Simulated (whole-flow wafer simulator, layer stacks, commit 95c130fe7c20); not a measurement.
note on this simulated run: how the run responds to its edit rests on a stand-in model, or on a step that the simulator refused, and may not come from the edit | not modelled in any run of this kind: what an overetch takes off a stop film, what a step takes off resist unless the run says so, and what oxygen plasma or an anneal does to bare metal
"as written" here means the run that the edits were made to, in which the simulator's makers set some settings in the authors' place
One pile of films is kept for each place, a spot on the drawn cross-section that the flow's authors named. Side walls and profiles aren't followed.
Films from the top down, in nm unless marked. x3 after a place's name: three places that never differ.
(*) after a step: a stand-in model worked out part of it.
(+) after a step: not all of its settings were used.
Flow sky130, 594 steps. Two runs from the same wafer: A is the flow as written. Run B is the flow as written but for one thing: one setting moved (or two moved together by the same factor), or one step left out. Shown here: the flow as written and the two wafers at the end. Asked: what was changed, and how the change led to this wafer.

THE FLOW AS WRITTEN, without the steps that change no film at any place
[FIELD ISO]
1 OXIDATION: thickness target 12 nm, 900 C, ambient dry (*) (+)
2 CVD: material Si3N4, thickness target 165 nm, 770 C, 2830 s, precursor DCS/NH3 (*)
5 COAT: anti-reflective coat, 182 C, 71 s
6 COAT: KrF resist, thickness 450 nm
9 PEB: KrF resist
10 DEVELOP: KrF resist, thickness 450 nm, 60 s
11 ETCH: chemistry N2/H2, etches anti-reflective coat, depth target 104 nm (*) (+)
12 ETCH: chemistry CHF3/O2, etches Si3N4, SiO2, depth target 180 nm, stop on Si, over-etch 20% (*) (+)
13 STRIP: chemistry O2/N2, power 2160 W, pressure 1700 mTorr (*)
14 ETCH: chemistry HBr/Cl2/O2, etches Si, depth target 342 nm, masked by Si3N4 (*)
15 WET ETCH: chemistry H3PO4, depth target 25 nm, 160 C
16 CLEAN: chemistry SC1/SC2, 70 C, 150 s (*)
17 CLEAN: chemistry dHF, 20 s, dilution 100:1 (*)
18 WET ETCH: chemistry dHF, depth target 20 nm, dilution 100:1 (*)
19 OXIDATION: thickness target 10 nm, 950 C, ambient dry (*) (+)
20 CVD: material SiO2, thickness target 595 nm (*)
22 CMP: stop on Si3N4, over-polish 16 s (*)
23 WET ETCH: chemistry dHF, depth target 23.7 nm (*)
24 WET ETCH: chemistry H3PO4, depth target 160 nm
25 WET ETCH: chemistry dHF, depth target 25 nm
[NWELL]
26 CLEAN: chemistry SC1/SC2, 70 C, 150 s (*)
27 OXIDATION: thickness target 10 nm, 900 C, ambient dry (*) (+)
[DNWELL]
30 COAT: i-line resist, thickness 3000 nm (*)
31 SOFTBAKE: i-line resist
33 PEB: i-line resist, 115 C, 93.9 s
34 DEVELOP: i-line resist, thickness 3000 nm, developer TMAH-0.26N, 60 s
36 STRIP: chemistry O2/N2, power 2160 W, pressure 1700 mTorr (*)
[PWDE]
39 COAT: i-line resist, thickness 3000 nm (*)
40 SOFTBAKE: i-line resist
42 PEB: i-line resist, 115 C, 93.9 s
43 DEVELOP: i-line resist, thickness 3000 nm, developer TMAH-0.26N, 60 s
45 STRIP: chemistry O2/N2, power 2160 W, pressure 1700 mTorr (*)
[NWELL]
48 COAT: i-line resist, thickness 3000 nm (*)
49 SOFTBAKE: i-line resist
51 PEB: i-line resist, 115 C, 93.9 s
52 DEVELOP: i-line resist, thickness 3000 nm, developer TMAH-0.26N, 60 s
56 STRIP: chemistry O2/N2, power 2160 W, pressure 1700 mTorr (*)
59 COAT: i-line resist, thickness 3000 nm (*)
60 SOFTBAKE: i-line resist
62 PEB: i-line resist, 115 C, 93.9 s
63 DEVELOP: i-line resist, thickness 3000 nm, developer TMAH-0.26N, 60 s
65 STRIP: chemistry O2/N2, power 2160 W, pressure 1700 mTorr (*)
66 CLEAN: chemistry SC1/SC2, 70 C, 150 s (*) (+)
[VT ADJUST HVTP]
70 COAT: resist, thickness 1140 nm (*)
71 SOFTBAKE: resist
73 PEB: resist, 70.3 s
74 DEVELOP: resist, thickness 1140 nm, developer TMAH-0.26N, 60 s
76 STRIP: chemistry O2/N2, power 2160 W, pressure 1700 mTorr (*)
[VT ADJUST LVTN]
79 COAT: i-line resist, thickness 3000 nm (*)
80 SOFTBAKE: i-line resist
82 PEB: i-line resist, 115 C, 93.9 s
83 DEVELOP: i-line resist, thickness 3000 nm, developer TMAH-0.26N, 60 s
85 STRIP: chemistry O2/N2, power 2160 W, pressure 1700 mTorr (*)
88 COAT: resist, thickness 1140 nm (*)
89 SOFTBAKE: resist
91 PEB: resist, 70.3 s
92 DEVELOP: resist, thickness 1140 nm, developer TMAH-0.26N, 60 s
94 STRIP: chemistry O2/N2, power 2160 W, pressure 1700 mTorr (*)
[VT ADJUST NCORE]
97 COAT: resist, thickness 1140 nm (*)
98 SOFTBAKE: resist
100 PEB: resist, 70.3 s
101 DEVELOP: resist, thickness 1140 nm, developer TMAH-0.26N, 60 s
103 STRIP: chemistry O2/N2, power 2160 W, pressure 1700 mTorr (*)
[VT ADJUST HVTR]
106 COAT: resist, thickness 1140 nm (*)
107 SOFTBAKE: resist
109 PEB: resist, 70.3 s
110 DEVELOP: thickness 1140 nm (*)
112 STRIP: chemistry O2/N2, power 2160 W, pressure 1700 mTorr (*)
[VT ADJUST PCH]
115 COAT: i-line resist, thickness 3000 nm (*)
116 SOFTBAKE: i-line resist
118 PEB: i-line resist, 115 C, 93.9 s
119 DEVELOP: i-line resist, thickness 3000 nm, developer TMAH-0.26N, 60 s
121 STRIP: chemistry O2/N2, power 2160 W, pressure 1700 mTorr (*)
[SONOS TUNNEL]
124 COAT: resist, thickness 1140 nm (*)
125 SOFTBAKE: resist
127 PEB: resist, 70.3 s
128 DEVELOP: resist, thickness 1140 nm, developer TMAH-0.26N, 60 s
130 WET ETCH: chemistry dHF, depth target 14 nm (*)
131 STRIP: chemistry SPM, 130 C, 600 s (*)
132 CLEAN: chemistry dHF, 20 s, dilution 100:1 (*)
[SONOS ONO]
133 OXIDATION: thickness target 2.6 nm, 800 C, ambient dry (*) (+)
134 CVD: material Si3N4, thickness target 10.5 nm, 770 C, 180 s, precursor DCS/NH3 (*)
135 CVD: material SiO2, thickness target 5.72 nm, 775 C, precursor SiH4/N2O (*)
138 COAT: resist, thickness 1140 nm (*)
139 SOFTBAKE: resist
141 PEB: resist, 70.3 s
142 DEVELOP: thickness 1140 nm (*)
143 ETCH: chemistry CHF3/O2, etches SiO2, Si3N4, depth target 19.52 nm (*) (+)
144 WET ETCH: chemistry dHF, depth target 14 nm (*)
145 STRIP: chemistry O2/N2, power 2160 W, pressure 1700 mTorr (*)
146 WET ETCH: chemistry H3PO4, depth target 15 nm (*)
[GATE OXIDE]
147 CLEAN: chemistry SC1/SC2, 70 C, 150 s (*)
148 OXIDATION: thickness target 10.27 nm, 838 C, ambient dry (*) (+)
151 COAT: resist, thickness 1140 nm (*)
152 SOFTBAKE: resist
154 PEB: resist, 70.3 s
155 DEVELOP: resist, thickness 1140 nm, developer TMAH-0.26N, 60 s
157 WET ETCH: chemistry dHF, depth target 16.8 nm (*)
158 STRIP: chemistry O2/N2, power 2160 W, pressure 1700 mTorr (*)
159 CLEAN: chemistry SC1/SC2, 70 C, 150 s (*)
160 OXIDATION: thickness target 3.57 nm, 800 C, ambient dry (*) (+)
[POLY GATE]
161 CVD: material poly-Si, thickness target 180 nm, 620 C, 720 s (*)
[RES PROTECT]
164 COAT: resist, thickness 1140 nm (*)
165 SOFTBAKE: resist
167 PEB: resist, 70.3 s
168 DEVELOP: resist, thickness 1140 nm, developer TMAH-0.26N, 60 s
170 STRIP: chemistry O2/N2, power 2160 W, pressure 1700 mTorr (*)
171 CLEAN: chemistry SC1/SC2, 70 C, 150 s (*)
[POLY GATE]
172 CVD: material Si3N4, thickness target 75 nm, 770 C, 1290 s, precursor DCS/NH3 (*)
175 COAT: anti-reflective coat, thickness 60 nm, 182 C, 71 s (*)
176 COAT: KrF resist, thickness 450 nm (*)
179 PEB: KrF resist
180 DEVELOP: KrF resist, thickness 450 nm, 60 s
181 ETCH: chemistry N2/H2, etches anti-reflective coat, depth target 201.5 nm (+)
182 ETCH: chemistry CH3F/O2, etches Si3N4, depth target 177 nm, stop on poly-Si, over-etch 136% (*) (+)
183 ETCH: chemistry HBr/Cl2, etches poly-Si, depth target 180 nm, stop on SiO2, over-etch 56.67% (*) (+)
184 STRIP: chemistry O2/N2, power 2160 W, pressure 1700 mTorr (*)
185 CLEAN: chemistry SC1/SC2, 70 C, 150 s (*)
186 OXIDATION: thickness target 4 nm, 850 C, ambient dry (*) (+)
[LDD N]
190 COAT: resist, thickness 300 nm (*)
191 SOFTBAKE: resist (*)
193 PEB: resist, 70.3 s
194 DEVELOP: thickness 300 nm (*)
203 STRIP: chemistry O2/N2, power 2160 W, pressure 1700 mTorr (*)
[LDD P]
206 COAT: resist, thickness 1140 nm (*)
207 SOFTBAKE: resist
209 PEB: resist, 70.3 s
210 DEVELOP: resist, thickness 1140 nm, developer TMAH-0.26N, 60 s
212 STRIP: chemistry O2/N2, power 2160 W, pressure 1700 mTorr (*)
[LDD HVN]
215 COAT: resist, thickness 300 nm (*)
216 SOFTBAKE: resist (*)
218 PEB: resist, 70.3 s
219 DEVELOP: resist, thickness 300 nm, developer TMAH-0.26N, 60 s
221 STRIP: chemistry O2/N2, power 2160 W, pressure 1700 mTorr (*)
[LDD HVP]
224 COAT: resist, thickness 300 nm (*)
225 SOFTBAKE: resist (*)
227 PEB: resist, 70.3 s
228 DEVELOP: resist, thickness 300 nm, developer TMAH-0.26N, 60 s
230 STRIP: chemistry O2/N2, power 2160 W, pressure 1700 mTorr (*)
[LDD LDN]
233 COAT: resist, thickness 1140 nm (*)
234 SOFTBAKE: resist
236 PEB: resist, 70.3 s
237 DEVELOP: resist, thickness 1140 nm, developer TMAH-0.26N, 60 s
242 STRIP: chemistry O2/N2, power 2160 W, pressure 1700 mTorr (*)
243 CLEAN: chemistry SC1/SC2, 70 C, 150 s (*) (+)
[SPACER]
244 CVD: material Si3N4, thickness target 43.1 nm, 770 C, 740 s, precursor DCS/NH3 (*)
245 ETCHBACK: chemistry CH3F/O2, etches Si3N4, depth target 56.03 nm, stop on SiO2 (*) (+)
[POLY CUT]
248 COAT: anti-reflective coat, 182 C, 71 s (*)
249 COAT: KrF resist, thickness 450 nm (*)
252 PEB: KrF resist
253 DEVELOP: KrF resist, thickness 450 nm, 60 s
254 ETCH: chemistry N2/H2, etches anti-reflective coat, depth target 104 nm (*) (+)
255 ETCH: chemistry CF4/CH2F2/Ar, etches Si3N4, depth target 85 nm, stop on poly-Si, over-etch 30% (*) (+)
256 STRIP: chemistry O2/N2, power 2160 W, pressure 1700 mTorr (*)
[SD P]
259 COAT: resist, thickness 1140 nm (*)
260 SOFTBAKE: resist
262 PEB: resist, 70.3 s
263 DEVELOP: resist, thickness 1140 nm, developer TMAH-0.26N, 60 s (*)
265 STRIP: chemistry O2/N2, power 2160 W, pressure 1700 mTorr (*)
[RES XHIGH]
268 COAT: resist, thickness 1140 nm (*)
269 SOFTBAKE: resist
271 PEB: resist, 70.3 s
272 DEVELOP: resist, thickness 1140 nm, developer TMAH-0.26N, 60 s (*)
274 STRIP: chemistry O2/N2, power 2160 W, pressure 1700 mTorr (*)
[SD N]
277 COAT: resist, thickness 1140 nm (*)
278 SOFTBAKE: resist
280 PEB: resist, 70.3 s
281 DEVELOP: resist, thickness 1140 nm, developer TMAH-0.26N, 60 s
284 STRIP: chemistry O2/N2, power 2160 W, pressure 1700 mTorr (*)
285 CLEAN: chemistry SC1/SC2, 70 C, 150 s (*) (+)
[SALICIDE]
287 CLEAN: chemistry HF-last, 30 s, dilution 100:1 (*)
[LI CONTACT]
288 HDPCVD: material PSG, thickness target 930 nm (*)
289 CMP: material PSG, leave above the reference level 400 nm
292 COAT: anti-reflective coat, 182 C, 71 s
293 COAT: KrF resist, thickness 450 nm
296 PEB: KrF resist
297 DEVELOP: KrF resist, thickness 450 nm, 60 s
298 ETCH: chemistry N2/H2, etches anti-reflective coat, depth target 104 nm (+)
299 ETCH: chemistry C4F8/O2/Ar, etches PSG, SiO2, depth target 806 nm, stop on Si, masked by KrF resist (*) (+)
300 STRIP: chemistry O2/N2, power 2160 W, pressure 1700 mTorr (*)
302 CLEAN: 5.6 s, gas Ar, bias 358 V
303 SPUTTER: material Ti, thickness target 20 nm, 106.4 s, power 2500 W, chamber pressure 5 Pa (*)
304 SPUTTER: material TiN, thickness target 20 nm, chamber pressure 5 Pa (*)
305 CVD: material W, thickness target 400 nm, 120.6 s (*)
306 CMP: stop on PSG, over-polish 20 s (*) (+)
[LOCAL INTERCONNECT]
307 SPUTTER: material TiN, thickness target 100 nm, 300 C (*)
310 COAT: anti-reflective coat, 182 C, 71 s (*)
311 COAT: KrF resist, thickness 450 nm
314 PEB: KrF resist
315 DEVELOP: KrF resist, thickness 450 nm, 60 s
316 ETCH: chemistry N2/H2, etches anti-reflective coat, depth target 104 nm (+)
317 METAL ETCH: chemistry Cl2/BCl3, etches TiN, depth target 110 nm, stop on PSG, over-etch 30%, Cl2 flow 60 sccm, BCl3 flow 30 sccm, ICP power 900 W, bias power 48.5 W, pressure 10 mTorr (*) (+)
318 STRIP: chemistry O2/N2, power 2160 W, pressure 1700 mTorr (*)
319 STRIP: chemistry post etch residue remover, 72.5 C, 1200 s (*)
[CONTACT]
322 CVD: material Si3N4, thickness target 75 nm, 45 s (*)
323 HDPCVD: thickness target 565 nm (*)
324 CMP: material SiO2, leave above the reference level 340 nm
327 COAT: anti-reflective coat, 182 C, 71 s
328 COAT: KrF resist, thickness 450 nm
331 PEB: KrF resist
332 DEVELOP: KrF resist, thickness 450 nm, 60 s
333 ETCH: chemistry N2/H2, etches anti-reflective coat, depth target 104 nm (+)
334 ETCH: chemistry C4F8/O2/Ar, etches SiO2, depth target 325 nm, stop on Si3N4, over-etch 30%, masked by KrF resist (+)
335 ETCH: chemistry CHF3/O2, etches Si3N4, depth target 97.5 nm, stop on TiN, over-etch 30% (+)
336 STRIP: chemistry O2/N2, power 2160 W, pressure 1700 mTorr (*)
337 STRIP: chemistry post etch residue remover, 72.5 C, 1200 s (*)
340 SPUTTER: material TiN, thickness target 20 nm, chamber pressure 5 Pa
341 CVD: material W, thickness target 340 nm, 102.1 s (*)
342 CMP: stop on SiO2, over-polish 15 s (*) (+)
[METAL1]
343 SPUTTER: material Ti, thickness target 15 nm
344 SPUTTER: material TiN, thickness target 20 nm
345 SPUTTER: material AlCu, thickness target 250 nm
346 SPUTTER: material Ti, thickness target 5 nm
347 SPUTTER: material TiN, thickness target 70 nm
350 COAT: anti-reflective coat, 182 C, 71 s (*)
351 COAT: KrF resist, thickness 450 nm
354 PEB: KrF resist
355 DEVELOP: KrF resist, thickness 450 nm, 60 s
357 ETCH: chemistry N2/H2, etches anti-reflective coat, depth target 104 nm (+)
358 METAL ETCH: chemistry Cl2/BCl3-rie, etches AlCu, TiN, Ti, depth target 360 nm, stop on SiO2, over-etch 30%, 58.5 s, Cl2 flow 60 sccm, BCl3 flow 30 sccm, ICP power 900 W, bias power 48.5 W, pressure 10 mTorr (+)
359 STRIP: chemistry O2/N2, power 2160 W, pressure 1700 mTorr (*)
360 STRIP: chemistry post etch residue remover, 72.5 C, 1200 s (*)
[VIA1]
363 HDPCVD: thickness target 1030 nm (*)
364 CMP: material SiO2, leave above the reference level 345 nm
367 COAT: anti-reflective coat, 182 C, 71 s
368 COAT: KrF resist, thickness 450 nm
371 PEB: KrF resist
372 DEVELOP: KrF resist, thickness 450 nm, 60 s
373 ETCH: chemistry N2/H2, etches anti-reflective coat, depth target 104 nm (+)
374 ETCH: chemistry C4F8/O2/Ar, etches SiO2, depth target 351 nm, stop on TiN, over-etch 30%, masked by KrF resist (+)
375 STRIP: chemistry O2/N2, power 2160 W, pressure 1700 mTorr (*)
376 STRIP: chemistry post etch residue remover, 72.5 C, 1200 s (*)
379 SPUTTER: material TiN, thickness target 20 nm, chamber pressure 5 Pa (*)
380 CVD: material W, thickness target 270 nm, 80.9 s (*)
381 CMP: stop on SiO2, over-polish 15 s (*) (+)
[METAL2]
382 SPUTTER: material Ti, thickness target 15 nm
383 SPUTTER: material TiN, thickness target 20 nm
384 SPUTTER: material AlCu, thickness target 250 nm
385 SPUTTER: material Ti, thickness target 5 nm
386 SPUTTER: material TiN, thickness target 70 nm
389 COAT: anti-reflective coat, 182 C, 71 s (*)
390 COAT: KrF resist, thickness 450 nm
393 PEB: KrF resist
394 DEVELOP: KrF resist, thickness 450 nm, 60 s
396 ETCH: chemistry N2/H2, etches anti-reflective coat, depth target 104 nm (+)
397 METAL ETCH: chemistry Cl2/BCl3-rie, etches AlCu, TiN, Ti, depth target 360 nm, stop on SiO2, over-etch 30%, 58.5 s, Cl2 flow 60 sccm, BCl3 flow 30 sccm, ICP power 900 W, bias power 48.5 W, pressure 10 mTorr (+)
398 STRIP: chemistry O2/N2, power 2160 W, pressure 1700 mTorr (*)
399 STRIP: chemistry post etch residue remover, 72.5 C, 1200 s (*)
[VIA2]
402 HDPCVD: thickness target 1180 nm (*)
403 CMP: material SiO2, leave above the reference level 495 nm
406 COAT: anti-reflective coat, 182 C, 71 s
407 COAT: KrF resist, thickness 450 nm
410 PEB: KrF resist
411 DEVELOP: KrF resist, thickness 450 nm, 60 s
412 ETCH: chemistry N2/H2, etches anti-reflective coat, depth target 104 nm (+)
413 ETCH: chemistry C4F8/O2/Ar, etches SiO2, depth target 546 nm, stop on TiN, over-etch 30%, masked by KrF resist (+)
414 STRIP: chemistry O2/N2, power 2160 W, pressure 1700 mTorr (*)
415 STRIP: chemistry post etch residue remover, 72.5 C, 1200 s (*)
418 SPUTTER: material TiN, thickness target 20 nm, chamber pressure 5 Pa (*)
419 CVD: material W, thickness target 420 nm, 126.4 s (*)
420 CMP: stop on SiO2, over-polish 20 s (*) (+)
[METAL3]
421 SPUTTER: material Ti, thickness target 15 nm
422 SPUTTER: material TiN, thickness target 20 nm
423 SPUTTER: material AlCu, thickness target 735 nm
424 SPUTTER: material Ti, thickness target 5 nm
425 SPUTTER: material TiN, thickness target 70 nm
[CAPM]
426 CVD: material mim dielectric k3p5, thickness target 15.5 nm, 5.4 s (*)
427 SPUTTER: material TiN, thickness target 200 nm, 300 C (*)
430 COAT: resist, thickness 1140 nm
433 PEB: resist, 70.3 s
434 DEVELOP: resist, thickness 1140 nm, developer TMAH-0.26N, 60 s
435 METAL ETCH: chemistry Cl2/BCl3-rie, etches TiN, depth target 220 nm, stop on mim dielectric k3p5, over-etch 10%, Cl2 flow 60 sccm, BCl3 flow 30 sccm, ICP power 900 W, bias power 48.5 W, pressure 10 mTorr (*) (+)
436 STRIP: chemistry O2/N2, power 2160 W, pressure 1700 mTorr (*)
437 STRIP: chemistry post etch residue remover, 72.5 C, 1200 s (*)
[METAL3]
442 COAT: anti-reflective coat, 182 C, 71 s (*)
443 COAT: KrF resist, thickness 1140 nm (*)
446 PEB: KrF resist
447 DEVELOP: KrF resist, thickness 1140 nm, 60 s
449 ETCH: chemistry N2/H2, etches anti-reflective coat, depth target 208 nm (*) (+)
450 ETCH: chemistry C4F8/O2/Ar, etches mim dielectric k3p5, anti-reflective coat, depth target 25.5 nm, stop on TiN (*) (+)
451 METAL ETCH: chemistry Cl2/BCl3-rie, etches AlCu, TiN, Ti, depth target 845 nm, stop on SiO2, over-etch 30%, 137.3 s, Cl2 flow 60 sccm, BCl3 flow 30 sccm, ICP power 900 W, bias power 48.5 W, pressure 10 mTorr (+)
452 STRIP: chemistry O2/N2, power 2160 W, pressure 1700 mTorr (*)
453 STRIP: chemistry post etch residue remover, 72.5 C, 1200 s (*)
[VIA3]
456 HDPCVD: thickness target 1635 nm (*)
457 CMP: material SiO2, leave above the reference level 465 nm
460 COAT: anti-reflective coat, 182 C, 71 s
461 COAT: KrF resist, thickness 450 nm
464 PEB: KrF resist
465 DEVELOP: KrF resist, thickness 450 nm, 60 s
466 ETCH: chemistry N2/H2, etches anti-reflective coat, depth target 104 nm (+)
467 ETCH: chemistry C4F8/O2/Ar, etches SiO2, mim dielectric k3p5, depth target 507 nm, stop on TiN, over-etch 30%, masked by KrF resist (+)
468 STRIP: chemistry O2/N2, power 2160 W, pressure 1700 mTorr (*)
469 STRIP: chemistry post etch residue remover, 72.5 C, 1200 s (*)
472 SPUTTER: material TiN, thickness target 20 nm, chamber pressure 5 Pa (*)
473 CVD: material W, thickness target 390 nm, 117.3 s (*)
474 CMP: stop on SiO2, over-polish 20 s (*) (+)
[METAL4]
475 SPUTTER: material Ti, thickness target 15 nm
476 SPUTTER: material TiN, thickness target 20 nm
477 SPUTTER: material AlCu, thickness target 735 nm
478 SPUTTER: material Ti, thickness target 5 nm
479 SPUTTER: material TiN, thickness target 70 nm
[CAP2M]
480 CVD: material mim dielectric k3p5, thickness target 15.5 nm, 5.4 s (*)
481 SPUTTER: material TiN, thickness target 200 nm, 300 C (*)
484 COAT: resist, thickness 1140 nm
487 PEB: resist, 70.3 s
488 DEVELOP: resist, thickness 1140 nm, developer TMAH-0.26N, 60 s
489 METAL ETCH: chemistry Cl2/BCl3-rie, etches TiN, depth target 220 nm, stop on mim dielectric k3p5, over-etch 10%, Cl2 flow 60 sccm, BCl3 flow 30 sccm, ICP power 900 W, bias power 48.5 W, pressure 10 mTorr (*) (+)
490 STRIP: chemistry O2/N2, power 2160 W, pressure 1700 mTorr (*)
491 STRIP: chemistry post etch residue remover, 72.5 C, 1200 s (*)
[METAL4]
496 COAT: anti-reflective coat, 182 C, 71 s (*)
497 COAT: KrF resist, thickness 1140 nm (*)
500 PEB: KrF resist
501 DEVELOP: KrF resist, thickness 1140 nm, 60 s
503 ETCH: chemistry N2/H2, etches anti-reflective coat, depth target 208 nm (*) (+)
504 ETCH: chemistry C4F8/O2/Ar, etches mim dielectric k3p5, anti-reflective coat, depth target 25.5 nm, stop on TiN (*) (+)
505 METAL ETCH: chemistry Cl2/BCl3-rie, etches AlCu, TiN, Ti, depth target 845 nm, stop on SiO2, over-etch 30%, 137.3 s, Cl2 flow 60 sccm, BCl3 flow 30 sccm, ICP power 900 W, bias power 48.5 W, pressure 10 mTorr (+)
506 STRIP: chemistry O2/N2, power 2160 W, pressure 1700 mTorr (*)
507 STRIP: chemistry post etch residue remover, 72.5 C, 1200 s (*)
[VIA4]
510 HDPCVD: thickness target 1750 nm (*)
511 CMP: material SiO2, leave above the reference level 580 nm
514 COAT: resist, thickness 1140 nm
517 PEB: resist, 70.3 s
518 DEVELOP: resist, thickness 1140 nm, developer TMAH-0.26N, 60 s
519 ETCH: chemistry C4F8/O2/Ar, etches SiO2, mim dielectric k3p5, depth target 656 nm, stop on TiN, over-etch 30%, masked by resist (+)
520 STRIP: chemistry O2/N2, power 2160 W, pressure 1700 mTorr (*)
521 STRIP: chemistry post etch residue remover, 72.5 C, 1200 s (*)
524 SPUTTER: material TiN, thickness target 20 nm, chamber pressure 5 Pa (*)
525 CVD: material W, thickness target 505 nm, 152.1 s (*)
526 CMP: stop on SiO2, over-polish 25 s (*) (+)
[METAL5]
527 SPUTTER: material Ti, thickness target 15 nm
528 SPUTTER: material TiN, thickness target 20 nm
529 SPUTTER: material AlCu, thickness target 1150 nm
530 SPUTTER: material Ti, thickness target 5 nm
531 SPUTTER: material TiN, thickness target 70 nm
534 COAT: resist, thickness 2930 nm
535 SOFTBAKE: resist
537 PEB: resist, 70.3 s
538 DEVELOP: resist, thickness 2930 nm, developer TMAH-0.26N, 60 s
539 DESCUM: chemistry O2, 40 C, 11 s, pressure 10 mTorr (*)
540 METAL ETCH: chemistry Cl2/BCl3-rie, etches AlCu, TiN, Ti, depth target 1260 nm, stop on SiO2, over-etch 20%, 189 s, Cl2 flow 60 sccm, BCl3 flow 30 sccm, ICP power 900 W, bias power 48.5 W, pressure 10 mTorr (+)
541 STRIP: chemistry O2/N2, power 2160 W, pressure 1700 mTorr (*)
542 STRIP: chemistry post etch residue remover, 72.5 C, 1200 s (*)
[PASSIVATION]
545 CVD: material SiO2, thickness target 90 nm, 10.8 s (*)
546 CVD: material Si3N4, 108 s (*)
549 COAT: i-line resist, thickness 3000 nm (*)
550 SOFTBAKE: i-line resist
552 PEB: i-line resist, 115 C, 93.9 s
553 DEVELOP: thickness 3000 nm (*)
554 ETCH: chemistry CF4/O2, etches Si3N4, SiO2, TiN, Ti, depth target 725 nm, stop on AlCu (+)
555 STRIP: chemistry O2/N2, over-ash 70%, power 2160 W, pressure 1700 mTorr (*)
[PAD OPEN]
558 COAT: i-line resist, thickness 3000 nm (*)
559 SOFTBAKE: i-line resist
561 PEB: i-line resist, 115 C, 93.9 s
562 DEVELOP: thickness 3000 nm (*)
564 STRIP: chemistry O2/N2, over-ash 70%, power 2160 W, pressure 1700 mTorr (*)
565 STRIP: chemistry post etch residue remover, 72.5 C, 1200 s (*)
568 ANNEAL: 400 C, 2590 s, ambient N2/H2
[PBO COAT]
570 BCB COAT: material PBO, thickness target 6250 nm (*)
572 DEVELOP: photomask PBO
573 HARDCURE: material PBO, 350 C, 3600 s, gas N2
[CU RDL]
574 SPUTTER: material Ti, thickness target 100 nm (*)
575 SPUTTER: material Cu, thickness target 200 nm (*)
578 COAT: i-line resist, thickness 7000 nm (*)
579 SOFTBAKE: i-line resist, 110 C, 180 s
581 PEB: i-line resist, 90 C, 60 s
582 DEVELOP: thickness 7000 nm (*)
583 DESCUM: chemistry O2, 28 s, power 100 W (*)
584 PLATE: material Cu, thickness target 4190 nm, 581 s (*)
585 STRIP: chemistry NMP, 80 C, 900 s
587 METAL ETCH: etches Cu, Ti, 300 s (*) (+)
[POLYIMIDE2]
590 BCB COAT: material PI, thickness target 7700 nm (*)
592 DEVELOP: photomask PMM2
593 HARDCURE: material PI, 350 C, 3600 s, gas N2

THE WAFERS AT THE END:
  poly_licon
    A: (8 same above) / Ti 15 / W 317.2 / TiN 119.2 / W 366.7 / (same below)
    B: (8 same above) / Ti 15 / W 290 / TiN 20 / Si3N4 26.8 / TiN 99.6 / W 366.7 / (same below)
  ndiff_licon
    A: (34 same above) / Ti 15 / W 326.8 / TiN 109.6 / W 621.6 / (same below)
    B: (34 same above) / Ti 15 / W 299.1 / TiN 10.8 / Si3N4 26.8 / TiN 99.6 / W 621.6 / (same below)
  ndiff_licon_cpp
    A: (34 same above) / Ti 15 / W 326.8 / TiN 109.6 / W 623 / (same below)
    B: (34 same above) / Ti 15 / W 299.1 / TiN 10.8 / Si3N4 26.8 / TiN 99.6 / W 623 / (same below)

The cause: step 335, ETCH: depth target 47.8 nm was run, where the flow has depth target 97.5 nm.

How the change led to this, step by step:
  335 ETCH: chemistry CHF3/O2, etches Si3N4, depth target 97.5 nm, stop on TiN, over-etch 30% (+)
      poly_licon, ndiff_licon, ndiff_licon_cpp, rpo_hd_licon: A Si3N4 -75 (all of it) | B Si3N4 -47.8
      field, active, n_well and 184 more: A KrF resist -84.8 | B KrF resist -41.6
  336 STRIP: chemistry O2/N2, power 2160 W, pressure 1700 mTorr (*)
      field, active, n_well and 184 more: A KrF resist -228 (all of it), anti-reflective coat -80 (all of it) | B KrF resist -271.3 (all of it), anti-reflective coat -80 (all of it)
  340 SPUTTER: material TiN, thickness target 20 nm, chamber pressure 5 Pa
      ndiff_licon, ndiff_licon_cpp, rpo_hd_licon: A TiN +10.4 | B TiN +10.8 (new film)
      poly_licon: A TiN +20 | B TiN +20 (new film)
  341 CVD: material W, thickness target 340 nm, 102.1 s (*)
      ndiff_licon, ndiff_licon_cpp, rpo_hd_licon: A W +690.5 (new film) | B W +662.8 (new film)
  342 CMP: stop on SiO2, over-polish 15 s (*) (+)
      poly_licon: A W -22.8 | B W -50
Counting metal films that touch as one body, poly_licon has 3 bodies (between them, from the top down: Si3N4 26.8; void 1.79); the flow as written gives 2 bodies (between them, from the top down: void 1.79).
Counting metal films that touch as one body, ndiff_licon has 7 bodies (between them, from the top down: SiO2 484 / mim dielectric k3p5 15.5; SiO2 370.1 / mim dielectric k3p5 15.5; SiO2 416; SiO2 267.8; Si3N4 26.8; void 1.78); the flow as written gives 6 bodies (between them, from the top down: SiO2 484 / mim dielectric k3p5 15.5; SiO2 370.1 / mim dielectric k3p5 15.5; SiO2 416; SiO2 267.8; void 1.78).
Counting metal films that touch as one body, ndiff_licon_cpp has 7 bodies (between them, from the top down: SiO2 484 / mim dielectric k3p5 15.5; SiO2 370.1 / mim dielectric k3p5 15.5; SiO2 416; SiO2 267.8; Si3N4 26.8; void 1.78); the flow as written gives 6 bodies (between them, from the top down: SiO2 484 / mim dielectric k3p5 15.5; SiO2 370.1 / mim dielectric k3p5 15.5; SiO2 416; SiO2 267.8; void 1.78).
